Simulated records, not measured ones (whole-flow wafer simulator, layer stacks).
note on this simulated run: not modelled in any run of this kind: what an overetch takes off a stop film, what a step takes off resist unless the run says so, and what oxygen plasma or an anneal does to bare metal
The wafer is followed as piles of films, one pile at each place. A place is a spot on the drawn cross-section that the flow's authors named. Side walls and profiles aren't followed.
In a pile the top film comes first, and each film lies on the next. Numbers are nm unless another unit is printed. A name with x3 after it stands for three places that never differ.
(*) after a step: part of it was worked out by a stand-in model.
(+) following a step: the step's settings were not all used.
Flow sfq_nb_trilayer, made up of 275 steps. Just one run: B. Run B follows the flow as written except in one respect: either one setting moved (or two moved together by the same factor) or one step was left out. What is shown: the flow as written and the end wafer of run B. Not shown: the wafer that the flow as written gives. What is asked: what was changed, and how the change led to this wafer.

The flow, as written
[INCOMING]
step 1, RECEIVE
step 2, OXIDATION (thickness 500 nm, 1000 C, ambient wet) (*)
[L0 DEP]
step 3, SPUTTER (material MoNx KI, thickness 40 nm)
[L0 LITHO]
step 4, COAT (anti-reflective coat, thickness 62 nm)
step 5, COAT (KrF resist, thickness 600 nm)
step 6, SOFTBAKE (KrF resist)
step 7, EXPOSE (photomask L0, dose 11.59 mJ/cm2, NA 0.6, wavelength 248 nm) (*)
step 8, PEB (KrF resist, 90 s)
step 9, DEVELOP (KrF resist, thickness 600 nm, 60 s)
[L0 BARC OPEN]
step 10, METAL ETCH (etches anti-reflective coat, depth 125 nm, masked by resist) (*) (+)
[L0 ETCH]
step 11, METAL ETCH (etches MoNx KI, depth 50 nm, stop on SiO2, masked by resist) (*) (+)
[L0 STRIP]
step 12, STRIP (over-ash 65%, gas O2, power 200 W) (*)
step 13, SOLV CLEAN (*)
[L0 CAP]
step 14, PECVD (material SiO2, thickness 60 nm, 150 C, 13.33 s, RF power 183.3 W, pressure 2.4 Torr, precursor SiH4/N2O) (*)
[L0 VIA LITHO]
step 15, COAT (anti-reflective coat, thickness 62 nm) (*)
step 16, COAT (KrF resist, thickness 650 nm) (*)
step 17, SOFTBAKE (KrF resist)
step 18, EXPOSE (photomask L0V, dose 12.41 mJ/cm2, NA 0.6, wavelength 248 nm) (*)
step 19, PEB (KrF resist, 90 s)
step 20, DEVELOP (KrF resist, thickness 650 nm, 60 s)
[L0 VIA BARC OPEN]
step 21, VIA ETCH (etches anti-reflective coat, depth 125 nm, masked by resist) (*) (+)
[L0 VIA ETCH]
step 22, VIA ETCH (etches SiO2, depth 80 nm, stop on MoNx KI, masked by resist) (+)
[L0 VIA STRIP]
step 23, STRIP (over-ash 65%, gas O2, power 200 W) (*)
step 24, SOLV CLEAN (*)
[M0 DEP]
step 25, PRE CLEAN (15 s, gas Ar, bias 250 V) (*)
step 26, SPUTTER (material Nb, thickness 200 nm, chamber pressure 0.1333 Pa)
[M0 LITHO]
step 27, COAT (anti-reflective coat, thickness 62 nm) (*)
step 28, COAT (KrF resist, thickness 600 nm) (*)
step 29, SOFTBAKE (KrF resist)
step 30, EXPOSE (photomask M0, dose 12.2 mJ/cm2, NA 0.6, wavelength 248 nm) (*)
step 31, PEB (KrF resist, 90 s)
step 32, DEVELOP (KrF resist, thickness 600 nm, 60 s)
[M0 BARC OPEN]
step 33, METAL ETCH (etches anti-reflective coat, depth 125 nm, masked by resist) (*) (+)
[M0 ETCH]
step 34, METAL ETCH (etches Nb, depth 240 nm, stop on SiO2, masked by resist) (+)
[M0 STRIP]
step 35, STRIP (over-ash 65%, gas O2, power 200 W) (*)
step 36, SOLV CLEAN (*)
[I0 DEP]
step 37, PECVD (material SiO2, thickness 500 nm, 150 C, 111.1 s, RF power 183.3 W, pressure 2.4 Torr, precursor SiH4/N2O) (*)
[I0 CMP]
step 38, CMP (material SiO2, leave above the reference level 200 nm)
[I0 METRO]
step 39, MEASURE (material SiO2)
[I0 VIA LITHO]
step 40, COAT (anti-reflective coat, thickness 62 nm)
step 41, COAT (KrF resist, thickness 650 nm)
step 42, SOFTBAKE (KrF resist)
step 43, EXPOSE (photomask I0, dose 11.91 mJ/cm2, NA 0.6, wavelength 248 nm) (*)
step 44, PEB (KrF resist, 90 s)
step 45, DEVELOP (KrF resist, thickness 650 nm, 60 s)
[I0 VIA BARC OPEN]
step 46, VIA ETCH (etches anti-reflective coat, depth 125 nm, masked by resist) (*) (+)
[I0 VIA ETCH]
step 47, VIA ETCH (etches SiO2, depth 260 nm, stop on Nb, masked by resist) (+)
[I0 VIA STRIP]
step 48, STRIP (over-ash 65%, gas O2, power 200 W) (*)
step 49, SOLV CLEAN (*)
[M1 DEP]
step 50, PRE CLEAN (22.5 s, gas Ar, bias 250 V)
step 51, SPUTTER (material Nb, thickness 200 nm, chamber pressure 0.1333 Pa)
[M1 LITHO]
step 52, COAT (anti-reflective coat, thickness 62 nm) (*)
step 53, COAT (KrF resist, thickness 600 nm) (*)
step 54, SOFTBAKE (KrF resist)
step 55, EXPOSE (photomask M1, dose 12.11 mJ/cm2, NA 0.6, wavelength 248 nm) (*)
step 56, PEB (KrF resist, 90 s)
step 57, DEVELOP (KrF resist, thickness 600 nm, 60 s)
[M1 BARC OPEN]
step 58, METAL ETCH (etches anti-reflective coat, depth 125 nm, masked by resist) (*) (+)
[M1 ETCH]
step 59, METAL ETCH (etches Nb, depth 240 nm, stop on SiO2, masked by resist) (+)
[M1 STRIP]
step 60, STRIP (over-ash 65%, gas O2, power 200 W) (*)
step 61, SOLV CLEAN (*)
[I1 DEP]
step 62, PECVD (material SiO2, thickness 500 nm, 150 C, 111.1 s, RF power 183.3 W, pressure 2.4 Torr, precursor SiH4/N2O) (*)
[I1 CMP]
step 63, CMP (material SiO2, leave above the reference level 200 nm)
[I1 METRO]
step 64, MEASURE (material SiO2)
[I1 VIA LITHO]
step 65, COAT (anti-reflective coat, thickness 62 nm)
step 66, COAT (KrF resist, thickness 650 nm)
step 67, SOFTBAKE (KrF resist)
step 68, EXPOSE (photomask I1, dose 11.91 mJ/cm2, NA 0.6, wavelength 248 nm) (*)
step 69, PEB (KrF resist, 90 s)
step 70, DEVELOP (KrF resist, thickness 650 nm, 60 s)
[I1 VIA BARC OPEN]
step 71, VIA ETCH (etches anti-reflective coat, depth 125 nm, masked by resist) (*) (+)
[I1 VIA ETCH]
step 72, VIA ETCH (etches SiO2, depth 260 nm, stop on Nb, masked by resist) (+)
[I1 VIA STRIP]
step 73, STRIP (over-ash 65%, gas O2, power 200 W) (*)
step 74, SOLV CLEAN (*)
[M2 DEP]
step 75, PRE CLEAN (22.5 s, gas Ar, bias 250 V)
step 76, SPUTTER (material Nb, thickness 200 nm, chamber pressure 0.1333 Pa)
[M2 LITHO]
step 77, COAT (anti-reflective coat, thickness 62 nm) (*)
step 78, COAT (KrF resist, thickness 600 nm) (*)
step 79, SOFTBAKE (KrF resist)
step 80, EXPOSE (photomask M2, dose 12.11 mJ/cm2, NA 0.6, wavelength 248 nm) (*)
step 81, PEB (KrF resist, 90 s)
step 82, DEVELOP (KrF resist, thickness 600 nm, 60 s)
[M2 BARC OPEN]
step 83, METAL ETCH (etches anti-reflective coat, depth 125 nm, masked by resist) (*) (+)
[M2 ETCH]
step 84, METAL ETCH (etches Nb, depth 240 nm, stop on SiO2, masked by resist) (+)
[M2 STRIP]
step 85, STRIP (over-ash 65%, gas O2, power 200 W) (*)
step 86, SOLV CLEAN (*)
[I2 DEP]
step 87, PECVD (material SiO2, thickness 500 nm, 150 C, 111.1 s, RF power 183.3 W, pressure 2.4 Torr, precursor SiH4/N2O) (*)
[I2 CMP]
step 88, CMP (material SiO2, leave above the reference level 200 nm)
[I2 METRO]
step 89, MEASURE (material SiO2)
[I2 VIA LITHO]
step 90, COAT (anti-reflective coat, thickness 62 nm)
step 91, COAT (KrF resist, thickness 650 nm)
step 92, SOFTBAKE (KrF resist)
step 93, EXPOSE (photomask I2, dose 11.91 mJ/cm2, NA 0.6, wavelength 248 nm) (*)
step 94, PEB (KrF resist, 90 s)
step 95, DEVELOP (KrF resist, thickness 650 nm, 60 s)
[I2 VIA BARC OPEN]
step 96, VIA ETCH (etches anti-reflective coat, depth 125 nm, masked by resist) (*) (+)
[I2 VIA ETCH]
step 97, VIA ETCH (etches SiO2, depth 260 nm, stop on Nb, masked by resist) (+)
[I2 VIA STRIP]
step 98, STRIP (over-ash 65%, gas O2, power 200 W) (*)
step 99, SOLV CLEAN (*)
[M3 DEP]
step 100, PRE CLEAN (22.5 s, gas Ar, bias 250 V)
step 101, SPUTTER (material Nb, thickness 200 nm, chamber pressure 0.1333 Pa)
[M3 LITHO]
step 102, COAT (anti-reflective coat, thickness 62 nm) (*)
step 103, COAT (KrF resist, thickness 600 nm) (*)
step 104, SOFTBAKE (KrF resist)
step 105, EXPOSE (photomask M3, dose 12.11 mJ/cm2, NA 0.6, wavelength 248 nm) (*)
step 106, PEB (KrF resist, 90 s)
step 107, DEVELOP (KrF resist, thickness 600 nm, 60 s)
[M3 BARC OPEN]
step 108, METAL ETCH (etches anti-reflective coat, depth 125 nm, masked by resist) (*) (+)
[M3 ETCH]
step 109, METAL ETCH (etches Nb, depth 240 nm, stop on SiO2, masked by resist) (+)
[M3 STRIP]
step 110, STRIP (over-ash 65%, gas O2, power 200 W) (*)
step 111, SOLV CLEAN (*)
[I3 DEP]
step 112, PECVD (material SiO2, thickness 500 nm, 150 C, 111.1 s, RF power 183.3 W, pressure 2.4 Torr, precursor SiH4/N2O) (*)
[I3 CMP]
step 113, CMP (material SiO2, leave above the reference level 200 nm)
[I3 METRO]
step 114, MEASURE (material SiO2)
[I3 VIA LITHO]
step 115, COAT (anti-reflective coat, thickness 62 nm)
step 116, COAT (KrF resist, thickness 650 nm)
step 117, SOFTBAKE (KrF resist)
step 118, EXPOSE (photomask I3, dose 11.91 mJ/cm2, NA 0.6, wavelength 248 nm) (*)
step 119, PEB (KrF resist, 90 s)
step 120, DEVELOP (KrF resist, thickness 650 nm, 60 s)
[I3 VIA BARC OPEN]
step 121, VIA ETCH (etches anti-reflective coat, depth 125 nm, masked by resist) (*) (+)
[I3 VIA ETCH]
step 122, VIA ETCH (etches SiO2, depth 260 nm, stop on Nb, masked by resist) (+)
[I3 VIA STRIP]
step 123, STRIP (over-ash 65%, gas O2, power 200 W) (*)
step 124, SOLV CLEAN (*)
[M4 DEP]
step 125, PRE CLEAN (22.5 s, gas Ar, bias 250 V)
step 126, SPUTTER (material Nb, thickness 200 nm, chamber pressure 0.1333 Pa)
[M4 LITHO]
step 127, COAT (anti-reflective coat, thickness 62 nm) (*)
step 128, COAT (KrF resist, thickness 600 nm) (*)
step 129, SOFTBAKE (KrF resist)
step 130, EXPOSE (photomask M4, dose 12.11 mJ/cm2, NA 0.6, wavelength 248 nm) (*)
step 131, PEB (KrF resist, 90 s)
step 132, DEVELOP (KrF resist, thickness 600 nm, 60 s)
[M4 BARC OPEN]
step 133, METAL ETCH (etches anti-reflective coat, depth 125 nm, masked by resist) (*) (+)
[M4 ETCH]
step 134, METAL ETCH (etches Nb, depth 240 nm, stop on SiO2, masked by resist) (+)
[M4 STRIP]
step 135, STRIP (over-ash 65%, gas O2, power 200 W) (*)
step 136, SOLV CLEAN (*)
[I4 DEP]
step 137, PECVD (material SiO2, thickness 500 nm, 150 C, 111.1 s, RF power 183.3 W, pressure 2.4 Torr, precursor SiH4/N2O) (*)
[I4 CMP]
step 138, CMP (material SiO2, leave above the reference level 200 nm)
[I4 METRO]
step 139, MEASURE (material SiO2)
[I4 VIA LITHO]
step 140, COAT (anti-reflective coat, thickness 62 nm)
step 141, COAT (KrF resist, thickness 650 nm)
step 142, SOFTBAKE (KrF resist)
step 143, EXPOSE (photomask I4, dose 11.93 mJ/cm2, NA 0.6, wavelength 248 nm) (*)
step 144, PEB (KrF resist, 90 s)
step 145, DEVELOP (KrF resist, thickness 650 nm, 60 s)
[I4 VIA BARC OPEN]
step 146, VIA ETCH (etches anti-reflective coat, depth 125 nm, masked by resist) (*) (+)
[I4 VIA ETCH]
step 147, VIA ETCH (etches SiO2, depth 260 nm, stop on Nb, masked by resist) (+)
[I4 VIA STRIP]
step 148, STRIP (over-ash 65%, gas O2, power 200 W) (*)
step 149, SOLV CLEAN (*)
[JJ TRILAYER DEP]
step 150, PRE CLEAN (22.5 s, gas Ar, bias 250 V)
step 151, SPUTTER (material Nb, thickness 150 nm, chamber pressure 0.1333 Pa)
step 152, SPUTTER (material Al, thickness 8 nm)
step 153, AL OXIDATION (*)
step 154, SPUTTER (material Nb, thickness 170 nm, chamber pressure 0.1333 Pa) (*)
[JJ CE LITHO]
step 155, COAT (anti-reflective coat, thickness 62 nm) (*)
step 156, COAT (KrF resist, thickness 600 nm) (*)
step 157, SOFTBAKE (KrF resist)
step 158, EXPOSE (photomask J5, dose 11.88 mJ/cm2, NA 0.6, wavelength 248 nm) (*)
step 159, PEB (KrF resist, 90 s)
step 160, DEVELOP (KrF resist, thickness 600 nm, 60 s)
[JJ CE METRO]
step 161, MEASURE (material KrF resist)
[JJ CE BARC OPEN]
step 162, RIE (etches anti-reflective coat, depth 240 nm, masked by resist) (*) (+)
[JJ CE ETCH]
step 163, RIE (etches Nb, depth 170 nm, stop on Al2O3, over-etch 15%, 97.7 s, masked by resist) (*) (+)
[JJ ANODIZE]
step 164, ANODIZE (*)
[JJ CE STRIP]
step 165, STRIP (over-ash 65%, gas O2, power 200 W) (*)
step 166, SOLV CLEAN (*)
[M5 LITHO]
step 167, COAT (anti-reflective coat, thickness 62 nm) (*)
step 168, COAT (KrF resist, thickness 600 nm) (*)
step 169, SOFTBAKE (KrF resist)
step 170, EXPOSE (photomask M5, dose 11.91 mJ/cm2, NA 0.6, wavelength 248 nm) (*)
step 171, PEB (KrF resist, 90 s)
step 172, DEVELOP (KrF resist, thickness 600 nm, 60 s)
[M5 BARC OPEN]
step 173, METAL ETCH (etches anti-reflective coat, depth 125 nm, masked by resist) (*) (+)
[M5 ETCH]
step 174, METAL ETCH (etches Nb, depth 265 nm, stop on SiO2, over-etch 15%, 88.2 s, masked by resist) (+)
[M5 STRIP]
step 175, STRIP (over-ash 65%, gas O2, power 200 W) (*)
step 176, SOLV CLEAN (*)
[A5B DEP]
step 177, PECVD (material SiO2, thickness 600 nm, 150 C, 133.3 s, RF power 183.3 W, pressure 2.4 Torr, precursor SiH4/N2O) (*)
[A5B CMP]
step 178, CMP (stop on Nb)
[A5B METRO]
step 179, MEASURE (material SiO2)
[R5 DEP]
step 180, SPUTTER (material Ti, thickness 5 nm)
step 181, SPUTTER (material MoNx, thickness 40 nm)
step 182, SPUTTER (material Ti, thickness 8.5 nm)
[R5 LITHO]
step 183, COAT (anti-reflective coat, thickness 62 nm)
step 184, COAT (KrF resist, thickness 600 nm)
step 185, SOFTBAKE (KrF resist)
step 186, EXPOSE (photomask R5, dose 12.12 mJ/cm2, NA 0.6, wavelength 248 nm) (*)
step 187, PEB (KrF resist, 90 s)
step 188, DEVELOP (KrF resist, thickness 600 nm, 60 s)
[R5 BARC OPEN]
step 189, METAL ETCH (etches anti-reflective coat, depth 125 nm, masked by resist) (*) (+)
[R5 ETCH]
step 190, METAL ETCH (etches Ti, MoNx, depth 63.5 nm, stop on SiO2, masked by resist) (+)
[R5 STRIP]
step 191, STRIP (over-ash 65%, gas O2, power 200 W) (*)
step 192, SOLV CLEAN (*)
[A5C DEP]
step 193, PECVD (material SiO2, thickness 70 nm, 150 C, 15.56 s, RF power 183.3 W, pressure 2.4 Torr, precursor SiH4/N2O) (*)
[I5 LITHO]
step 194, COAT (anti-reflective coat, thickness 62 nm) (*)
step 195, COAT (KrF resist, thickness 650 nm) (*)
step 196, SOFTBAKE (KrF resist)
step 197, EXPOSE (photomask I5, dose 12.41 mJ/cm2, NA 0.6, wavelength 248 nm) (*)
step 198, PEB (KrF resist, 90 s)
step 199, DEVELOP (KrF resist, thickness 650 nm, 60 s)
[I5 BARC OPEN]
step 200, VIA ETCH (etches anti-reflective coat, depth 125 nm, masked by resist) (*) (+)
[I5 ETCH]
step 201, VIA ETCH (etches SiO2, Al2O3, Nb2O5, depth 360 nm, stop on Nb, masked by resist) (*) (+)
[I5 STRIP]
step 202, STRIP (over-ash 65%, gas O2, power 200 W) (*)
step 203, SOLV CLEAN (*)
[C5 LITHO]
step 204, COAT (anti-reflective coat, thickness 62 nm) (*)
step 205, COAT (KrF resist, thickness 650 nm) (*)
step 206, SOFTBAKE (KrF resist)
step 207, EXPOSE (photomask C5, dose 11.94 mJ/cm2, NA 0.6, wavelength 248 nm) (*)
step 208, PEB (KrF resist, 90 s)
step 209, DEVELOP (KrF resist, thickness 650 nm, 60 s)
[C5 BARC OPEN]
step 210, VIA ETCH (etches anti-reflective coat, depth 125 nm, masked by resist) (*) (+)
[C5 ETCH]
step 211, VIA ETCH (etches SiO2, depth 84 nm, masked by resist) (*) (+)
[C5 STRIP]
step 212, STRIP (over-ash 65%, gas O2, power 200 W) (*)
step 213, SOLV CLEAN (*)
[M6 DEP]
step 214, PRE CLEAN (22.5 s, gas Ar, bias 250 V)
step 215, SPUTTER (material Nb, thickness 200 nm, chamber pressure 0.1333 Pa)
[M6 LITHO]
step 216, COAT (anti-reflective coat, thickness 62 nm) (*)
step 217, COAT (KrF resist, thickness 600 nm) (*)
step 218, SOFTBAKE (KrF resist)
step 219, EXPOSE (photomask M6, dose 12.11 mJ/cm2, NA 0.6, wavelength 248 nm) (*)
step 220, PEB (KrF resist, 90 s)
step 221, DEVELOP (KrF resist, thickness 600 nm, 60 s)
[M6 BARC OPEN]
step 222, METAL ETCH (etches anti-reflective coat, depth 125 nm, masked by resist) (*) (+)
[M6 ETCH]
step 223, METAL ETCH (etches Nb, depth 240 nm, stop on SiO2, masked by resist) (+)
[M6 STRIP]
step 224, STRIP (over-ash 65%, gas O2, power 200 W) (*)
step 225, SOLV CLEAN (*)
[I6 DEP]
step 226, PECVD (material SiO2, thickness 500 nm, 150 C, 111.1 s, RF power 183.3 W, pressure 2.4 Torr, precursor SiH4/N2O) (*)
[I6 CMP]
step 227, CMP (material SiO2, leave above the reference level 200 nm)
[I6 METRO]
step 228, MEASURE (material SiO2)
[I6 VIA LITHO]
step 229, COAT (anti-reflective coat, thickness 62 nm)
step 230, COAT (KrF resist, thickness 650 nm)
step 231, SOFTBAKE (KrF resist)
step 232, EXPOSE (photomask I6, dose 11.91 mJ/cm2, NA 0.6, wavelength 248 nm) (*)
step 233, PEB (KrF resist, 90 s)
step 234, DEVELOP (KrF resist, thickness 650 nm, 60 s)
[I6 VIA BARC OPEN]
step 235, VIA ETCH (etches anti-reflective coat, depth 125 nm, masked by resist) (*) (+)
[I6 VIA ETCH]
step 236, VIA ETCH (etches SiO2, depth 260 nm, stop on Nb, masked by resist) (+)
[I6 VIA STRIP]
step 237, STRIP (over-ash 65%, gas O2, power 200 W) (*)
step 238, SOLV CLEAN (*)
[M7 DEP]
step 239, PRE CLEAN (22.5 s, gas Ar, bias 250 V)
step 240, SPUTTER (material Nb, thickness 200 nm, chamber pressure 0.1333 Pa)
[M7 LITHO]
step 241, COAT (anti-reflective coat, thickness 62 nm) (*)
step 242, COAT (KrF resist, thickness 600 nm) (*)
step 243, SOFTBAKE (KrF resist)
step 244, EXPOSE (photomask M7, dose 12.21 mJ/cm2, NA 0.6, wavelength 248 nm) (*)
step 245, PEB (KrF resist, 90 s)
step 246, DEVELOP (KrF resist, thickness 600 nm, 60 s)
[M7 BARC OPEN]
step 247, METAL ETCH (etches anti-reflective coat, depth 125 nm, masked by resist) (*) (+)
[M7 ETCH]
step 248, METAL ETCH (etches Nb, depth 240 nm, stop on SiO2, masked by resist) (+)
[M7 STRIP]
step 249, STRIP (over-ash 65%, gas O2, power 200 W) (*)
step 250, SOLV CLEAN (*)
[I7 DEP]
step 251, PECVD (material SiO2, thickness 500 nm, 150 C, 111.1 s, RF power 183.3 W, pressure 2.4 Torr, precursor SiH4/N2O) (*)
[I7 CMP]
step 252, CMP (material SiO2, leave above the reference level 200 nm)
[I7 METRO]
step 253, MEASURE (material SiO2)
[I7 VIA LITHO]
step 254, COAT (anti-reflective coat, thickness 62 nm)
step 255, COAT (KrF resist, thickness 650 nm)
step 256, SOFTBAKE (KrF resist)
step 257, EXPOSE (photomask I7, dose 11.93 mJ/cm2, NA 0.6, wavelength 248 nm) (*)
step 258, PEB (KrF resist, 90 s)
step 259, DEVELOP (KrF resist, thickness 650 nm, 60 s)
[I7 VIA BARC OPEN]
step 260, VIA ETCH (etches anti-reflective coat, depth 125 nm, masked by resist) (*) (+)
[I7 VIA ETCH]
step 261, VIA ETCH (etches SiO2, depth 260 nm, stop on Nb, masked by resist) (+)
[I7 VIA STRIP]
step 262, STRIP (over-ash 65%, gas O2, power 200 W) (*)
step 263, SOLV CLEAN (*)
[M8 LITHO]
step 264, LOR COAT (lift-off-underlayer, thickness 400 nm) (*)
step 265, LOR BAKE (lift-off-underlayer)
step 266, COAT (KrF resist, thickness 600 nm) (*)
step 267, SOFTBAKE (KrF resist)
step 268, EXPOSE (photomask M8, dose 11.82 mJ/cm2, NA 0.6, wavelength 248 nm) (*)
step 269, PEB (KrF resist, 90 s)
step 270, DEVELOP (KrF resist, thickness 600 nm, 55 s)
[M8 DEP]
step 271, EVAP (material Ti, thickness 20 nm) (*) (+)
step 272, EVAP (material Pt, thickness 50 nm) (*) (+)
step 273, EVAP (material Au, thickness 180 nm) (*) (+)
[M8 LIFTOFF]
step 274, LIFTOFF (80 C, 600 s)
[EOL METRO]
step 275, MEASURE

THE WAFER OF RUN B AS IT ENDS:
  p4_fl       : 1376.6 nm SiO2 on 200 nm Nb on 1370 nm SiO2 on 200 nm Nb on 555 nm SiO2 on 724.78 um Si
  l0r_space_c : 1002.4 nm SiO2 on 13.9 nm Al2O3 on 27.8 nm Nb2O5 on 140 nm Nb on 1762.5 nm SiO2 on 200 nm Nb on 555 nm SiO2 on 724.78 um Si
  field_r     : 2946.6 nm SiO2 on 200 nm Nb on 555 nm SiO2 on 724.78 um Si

The reason: step 152, SPUTTER: thickness 8.72 nm was run, whereas the flow has thickness 8 nm.

Step by step, how the change led to this:
  step 152, SPUTTER (material Al, thickness 8 nm)
      field_l, v_sur, via_sp and 100 more: Al gains 8.72 (new film) (in the flow as written it would be: Al gains 8 (new film))
      via_w: Al gains 7.76 (new film) (in the flow as written it would be: Al gains 7.12 (new film))
  step 164, ANODIZE (*)
      field_l, v_sur, via_sp and 96 more: Al2O3 gains 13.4, Nb2O5 gains 27.8 (new film), Al loses 8.14 (all of it), Nb loses 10 (in the flow as written it would be: Al2O3 gains 12.2, Nb2O5 gains 29.9 (new film), Al loses 7.42 (all of it), Nb loses 10.8)
      via_wl, via_wr: Al2O3 gains 8.28 (new film), Nb2O5 gains 37.8 (new film), Al loses 5.02 (all of it), Nb loses 13.6 (in the flow as written it would be: Al2O3 gains 7.52 (new film), Nb2O5 gains 39.2 (new film), Al loses 4.56 (all of it), Nb loses 14.1)
      (and at 1 other place as well)
  step 167, COAT (anti-reflective coat, thickness 62 nm) (*)
      ce_l: anti-reflective coat gains 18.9 (new film) (in the flow as written it would be: anti-reflective coat gains 19.6 (new film))
      ce_r: anti-reflective coat gains 19 (new film) (in the flow as written it would be: anti-reflective coat gains 19.7 (new film))
  step 174, METAL ETCH (etches Nb, depth 265 nm, stop on SiO2, over-etch 15%, 88.2 s, masked by resist) (+)
      field_l, r_sur, res and 50 more: Al2O3 loses 13.8 (all of it), Nb2O5 loses 27.8 (all of it), Nb loses 140 (all of it), SiO2 loses 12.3 (in the flow as written it would be: Al2O3 loses 12.6 (all of it), Nb2O5 loses 29.9 (all of it), Nb loses 139.2 (all of it), SiO2 loses 12.3)
  step 175, STRIP (over-ash 65%, gas O2, power 200 W) (*)
      ce_l: KrF resist loses 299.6 (all of it), anti-reflective coat loses 18.9 (all of it) (in the flow as written it would be: KrF resist loses 299.6 (all of it), anti-reflective coat loses 19.6 (all of it))
      ce_r: KrF resist loses 299.8 (all of it), anti-reflective coat loses 19 (all of it) (in the flow as written it would be: KrF resist loses 299.9 (all of it), anti-reflective coat loses 19.7 (all of it))
  step 201, VIA ETCH (etches SiO2, Al2O3, Nb2O5, depth 360 nm, stop on Nb, masked by resist) (*) (+)
      be: SiO2 loses 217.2 (all of it), Al2O3 loses 13.9 (all of it), Nb2O5 loses 27.8 (all of it) (in the flow as written it would be: SiO2 loses 216.4 (all of it), Al2O3 loses 12.7 (all of it), Nb2O5 loses 29.9 (all of it))
